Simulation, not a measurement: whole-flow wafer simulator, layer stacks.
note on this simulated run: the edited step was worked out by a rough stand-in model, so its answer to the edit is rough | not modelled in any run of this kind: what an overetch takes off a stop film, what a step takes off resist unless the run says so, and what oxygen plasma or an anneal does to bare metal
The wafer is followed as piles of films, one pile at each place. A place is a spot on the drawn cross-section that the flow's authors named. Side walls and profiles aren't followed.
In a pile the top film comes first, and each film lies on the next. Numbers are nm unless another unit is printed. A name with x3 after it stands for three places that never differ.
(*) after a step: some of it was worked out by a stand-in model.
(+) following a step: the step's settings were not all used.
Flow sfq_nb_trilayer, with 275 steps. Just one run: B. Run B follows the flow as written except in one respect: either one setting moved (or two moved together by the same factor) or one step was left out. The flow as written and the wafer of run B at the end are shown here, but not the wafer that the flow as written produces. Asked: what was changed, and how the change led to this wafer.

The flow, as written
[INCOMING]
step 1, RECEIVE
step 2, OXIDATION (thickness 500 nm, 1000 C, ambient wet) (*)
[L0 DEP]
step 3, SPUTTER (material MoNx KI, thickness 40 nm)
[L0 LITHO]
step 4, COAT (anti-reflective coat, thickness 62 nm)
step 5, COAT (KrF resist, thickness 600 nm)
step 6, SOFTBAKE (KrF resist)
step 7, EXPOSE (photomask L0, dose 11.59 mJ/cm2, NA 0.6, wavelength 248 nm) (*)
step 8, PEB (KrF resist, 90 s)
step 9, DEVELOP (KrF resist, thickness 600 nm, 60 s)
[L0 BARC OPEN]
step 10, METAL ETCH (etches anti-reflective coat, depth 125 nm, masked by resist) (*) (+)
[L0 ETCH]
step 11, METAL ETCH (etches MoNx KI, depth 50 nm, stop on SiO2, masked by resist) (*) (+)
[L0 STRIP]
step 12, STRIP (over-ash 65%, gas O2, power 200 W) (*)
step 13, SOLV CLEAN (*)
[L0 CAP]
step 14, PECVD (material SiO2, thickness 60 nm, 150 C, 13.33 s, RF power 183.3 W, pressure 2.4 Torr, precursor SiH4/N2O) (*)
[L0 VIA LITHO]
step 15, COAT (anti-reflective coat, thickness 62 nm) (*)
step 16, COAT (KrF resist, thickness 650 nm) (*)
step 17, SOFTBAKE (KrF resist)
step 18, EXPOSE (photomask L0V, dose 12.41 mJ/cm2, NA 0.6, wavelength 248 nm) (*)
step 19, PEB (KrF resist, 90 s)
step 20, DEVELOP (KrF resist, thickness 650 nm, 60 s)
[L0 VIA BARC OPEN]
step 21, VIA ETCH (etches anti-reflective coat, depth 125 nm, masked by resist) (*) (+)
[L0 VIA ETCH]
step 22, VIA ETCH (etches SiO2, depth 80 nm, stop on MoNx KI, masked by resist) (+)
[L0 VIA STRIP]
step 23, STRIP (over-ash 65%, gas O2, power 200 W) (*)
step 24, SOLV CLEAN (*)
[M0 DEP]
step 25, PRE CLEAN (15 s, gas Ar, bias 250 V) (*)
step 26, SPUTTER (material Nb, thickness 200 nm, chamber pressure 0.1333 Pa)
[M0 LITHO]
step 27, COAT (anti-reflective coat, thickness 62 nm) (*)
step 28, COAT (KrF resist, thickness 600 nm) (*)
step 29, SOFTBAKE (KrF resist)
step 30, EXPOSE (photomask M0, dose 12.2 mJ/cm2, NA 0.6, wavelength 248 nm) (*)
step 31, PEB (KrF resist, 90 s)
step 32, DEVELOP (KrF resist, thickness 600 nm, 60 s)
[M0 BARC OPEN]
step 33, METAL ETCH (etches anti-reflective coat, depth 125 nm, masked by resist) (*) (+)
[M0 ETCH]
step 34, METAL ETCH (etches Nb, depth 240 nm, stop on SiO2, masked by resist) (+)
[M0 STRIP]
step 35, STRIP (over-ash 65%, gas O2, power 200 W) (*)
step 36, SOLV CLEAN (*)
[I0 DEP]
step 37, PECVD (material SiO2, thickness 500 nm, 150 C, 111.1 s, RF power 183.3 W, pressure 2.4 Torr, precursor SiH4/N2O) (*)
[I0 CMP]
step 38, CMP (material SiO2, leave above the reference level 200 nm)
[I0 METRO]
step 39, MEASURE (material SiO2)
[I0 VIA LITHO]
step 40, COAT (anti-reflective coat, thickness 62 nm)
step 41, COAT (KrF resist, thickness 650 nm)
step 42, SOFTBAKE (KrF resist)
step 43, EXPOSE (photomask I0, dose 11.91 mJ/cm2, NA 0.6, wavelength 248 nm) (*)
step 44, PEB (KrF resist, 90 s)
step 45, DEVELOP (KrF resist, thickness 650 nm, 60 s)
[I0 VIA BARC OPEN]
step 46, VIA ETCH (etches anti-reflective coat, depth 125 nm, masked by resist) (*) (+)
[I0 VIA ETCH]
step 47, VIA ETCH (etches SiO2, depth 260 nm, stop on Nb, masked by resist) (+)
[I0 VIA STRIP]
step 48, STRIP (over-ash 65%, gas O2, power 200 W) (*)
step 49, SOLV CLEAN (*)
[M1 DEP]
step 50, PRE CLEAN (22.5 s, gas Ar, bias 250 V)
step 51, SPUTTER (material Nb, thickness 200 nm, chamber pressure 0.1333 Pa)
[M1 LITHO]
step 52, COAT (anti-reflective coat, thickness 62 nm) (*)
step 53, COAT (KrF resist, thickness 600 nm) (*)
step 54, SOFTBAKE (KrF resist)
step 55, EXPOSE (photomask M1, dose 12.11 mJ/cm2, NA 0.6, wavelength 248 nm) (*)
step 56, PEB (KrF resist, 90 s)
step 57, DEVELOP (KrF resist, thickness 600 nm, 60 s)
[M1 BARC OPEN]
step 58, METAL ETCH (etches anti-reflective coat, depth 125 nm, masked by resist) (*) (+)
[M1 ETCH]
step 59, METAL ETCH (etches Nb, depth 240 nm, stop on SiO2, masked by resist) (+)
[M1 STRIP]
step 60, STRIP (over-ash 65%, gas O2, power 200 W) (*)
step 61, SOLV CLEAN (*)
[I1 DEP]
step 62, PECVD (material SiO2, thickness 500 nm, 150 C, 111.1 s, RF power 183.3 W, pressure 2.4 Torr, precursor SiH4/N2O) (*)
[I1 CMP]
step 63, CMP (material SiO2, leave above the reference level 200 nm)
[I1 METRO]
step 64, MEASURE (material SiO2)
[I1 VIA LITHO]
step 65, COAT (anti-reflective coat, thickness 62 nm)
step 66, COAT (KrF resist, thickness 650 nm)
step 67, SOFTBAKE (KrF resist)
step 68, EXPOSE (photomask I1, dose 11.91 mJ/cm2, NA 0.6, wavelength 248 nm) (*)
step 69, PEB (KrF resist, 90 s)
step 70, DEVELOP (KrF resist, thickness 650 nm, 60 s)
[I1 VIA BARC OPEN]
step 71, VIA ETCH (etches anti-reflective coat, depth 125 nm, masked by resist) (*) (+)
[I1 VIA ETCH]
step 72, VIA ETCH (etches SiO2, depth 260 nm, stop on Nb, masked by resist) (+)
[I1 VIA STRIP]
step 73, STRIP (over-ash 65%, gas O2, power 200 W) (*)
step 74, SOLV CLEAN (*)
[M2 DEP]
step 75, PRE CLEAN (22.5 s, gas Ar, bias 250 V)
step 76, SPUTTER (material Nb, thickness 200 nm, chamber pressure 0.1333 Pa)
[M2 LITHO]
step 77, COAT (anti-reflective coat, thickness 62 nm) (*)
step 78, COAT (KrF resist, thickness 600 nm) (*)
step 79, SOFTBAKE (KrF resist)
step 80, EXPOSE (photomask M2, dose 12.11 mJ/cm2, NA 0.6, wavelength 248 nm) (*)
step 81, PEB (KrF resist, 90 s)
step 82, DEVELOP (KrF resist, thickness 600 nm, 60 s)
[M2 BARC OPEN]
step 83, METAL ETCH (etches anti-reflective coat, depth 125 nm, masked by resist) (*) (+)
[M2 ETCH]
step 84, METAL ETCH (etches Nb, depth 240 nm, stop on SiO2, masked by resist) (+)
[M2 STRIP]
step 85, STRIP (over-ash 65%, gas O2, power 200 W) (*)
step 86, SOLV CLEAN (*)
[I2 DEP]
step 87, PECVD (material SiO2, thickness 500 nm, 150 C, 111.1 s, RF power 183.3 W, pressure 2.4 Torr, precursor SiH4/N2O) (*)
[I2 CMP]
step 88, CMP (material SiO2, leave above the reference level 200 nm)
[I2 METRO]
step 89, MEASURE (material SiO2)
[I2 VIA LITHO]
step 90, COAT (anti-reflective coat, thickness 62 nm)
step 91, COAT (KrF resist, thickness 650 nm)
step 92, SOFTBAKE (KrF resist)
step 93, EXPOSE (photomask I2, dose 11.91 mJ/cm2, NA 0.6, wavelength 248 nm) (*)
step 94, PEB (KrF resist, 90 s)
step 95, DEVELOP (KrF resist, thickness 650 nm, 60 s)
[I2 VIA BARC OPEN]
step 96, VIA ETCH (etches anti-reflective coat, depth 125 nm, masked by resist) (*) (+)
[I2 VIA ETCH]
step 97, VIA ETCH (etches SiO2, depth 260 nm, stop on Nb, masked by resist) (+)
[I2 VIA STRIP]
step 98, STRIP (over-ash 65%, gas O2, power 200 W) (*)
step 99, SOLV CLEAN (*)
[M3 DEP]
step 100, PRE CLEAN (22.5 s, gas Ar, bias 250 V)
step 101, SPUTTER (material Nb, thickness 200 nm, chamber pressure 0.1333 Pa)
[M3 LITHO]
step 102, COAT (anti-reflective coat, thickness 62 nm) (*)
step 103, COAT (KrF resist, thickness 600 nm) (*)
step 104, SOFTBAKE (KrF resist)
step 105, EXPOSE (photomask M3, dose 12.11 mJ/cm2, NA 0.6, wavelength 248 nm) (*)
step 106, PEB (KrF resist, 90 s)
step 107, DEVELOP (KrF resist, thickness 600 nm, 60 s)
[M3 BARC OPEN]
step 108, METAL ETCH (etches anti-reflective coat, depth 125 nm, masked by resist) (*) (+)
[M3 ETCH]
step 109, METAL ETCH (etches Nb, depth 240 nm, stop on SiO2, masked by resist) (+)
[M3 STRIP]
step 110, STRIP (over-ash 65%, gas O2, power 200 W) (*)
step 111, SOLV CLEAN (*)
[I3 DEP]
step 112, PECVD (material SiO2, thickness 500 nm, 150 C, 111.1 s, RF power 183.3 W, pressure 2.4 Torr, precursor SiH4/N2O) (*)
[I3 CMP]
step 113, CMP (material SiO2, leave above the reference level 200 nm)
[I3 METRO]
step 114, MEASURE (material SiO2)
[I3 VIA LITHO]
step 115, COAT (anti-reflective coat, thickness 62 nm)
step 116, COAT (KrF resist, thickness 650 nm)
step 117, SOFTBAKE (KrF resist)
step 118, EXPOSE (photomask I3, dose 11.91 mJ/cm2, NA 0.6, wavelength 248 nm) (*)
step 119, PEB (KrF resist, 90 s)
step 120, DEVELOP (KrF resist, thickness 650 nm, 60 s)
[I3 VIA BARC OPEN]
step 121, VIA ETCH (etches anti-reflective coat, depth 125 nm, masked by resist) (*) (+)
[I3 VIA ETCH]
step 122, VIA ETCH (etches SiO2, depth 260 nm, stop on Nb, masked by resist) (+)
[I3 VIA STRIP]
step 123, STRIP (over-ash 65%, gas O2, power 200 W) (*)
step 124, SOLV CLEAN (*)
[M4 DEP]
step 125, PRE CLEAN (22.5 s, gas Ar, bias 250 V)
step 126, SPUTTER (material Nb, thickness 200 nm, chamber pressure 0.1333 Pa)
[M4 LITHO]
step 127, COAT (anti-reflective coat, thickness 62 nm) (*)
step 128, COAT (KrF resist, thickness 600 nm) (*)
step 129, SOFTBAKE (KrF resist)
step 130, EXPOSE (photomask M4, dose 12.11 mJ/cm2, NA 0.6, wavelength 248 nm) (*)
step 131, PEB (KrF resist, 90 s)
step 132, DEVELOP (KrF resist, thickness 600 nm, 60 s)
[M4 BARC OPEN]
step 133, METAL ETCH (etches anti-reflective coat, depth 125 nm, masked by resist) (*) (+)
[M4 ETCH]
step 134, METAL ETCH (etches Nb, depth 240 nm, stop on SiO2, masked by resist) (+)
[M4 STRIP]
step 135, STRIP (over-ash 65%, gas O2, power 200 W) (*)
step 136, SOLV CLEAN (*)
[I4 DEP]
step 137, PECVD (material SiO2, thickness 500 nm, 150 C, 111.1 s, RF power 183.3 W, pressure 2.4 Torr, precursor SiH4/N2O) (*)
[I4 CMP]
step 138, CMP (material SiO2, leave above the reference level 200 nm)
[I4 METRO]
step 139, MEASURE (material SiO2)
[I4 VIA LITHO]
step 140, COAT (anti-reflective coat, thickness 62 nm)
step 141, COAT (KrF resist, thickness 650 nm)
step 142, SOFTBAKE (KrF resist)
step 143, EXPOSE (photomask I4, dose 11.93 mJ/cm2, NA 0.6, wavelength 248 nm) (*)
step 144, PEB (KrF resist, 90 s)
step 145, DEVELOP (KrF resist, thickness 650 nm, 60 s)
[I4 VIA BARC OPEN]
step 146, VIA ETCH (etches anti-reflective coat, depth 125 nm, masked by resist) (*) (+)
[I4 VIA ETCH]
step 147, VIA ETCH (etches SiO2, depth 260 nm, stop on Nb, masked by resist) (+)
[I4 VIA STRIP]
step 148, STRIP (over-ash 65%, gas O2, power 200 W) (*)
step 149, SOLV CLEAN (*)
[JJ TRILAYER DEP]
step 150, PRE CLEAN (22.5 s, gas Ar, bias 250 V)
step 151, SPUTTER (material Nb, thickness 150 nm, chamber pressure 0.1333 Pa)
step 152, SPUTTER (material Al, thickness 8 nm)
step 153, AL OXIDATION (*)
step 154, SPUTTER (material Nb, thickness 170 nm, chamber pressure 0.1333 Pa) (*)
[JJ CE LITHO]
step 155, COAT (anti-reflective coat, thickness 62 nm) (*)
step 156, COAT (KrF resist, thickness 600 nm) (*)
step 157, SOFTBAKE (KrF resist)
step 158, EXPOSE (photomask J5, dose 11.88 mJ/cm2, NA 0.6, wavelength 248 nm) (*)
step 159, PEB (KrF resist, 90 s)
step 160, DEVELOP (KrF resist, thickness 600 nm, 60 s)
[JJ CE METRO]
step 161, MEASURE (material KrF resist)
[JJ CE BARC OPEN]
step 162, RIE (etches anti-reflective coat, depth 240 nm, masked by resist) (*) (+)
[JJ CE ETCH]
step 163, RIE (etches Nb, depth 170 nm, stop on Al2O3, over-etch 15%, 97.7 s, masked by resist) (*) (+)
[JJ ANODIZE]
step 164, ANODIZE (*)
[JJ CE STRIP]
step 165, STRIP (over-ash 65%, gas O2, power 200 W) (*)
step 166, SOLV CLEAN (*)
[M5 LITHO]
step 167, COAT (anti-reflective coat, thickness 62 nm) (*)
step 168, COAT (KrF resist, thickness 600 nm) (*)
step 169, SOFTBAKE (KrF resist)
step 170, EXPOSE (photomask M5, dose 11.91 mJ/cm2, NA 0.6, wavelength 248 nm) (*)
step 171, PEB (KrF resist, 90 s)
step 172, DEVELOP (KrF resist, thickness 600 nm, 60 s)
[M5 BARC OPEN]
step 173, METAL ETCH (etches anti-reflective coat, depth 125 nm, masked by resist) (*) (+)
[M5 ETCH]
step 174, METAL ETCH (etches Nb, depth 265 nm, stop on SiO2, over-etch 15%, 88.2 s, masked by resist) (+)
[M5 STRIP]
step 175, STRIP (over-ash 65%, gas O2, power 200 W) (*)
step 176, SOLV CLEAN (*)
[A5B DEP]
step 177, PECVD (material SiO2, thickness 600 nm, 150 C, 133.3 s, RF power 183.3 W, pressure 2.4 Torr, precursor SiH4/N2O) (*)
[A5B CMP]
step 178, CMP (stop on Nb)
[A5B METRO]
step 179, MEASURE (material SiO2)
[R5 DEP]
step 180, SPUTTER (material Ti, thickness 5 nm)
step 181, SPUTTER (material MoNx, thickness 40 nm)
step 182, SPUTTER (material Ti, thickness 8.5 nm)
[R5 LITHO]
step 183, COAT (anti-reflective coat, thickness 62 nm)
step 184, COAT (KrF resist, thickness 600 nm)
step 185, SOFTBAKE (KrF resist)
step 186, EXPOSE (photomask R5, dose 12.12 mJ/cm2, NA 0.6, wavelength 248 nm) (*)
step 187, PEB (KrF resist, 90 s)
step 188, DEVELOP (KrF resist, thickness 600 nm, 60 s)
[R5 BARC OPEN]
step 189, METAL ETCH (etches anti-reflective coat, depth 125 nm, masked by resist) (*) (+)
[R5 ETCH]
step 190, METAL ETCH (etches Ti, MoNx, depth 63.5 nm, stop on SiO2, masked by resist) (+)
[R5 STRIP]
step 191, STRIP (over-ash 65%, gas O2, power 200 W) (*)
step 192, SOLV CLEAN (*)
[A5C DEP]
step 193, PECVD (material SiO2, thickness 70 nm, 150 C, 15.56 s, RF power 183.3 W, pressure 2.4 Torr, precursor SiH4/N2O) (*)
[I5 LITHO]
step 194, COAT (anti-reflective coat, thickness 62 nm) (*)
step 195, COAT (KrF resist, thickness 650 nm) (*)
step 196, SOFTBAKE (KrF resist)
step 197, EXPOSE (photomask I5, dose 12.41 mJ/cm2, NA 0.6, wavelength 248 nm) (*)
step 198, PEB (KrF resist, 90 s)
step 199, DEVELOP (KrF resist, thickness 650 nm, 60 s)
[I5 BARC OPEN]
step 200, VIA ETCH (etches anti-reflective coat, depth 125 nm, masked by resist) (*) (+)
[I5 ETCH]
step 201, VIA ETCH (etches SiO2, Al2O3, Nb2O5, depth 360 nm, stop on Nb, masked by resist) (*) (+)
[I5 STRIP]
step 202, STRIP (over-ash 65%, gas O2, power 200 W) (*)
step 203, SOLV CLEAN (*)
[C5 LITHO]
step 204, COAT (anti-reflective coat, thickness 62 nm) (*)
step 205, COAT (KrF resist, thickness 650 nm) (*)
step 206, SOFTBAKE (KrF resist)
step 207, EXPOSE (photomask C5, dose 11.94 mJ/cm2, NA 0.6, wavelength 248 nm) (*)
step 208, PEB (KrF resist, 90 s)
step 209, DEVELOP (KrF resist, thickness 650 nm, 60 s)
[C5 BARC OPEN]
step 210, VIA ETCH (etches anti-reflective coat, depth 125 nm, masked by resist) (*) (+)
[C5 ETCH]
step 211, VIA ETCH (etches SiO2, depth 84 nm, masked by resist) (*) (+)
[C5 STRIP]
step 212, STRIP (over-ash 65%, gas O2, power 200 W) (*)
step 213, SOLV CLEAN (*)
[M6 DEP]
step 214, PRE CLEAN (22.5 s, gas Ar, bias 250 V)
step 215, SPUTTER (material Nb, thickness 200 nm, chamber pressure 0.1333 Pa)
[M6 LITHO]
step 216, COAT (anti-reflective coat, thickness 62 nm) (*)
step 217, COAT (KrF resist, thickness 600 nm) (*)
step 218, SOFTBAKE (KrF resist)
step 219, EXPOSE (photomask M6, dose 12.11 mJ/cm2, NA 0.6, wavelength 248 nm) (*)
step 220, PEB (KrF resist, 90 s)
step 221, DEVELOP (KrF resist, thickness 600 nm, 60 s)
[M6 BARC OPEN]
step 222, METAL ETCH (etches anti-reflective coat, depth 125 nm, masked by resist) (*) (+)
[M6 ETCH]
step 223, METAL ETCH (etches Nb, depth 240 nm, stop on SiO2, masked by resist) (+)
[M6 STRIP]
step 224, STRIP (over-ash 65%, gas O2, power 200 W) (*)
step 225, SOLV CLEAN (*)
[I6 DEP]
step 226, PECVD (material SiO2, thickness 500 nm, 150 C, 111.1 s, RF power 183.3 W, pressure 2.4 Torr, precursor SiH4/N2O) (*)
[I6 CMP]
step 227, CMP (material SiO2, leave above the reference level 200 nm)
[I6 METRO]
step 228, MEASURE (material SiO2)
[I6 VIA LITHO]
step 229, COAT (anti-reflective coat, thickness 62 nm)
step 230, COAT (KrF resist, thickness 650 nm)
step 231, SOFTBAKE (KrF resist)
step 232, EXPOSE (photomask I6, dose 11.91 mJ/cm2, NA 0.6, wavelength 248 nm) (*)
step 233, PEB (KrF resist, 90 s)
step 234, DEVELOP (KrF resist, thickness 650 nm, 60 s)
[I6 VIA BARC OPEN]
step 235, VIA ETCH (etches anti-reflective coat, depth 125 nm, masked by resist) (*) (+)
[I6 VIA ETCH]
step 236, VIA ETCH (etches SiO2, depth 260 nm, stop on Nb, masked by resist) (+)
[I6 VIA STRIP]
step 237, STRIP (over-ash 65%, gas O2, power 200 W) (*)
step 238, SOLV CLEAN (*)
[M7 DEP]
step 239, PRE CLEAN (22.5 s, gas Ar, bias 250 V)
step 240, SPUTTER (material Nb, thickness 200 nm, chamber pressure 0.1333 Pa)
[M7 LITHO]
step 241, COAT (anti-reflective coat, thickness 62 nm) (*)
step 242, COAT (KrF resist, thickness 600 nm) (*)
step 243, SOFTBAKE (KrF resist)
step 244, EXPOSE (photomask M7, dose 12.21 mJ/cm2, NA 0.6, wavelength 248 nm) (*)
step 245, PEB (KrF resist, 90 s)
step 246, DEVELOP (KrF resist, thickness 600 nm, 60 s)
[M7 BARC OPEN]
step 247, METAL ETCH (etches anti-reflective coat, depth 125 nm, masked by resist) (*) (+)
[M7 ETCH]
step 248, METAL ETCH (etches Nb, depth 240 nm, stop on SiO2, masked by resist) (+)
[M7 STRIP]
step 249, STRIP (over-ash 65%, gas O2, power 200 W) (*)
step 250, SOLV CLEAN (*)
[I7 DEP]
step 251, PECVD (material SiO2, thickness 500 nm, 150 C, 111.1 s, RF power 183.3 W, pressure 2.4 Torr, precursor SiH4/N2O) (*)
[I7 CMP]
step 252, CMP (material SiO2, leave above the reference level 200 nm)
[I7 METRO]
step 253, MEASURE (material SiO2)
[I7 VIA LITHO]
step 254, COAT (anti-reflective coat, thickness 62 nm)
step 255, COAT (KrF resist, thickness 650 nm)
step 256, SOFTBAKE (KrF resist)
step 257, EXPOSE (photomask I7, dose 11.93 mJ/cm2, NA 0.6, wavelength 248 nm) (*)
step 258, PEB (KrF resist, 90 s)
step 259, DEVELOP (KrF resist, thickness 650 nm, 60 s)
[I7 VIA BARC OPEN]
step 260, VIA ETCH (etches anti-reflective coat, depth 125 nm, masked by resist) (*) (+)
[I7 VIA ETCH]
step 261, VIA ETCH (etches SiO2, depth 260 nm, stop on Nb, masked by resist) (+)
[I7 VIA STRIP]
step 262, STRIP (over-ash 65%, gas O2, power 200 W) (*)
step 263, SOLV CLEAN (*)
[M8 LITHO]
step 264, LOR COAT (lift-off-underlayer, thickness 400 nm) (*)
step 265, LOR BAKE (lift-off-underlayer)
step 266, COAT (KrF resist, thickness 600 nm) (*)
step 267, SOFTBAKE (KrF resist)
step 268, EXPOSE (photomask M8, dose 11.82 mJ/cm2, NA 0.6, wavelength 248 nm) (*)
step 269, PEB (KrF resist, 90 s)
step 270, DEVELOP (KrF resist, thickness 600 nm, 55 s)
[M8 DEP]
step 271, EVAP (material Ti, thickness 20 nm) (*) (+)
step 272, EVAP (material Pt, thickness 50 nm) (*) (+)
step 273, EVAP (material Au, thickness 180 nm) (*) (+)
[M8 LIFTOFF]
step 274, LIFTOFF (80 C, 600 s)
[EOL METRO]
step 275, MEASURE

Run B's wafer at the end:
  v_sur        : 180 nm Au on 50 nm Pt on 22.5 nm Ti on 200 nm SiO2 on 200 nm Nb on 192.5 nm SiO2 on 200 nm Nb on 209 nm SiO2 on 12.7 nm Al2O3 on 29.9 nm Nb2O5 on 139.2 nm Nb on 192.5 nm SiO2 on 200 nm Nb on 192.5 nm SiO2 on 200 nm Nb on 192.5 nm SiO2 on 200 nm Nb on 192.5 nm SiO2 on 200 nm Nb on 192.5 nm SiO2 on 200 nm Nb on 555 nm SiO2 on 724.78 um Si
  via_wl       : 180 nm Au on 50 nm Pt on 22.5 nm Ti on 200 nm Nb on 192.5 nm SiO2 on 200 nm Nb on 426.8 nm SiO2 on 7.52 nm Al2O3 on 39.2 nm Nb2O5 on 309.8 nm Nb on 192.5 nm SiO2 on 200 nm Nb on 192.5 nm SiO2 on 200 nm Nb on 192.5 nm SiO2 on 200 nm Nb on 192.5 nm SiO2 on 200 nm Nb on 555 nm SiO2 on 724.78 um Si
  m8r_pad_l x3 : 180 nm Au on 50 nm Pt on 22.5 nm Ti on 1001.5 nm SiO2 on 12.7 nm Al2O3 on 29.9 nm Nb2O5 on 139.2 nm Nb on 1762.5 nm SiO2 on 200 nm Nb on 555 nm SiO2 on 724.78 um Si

What caused this: step 271, EVAP: thickness 22.5 nm was run, whereas the flow has thickness 20 nm.
The wafer itself shows it: v_sur has Ti 22.5, and step 271 as written asks for 20 nm.

Step by step, how the change led to this:
  step 271, EVAP (material Ti, thickness 20 nm) (*) (+)
      field_l, v_sur, via_wl and 103 more: +22.5 Ti (new film) (as written it would have been: +20 Ti (new film))
  step 274, LIFTOFF (80 C, 600 s)
      p4_fl x3, p4_w1 x9, p4_g1 x2 and 60 more: -180 Au (all of it), -50 Pt (all of it), -22.5 Ti (all of it), -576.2 KrF resist (all of it), -400 lift-off-underlayer (all of it) (as written it would have been: -180 Au (all of it), -50 Pt (all of it), -20 Ti (all of it), -576.2 KrF resist (all of it), -400 lift-off-underlayer (all of it))
      c5j, ce_r: -180 Au (all of it), -50 Pt (all of it), -22.5 Ti (all of it), -573.3 KrF resist (all of it), -399.3 lift-off-underlayer (all of it) (as written it would have been: -180 Au (all of it), -50 Pt (all of it), -20 Ti (all of it), -573.3 KrF resist (all of it), -399.3 lift-off-underlayer (all of it))
      (and at 19 other places as well)
